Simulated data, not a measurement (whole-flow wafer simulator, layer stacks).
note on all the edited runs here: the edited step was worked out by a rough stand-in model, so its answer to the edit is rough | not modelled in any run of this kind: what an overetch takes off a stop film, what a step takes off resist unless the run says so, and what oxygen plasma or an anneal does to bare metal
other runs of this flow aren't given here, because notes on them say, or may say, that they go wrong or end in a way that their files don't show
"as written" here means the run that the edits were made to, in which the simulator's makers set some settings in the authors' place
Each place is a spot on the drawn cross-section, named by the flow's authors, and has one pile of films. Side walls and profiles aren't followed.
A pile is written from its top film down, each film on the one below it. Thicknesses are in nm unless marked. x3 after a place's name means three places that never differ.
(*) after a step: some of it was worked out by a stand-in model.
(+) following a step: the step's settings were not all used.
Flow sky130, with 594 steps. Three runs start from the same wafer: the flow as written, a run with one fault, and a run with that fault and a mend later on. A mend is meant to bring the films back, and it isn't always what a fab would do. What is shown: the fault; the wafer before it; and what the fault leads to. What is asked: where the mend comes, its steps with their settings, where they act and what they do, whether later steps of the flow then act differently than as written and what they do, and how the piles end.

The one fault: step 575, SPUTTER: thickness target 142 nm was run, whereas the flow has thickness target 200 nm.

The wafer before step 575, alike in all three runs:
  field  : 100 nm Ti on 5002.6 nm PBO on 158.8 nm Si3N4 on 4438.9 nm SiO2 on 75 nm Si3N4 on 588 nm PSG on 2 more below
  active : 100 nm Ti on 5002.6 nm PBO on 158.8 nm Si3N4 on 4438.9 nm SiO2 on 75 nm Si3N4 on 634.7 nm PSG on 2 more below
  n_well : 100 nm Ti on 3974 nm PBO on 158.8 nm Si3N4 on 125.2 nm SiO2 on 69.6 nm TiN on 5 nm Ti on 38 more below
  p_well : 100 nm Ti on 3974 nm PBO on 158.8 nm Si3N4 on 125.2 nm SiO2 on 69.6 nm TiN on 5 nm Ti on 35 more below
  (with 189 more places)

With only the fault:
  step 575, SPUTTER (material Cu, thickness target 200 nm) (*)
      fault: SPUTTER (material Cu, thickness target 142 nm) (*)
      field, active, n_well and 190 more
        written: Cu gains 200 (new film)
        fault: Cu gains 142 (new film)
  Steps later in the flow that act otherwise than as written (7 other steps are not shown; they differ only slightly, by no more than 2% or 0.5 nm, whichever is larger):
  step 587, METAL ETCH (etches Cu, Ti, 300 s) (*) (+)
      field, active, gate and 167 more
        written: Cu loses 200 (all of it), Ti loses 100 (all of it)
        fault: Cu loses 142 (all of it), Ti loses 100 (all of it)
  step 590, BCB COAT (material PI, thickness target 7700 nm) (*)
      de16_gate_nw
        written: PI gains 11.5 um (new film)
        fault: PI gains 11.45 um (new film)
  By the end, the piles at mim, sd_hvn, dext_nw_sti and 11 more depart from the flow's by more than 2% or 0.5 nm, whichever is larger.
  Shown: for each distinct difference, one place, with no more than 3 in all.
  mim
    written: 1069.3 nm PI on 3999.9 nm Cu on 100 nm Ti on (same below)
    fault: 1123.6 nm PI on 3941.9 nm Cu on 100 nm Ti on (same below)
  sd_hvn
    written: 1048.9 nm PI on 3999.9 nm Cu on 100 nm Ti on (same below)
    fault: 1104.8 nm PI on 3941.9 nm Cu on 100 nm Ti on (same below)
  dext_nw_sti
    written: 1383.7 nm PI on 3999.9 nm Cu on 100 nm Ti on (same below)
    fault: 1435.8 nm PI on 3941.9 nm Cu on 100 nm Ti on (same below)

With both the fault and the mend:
  After step 575 comes the mend.
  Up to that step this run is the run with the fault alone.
  step 575a, SPUTTER (material Cu, thickness target 58 nm) (*) (a further turn of the flow's step 575, with different settings)
      field, active, n_well and 190 more
        Cu gains 58
  Every later step of the flow that is run acts as written at every place that is followed.
  The piles end the same as the flow's at every place that both follow.
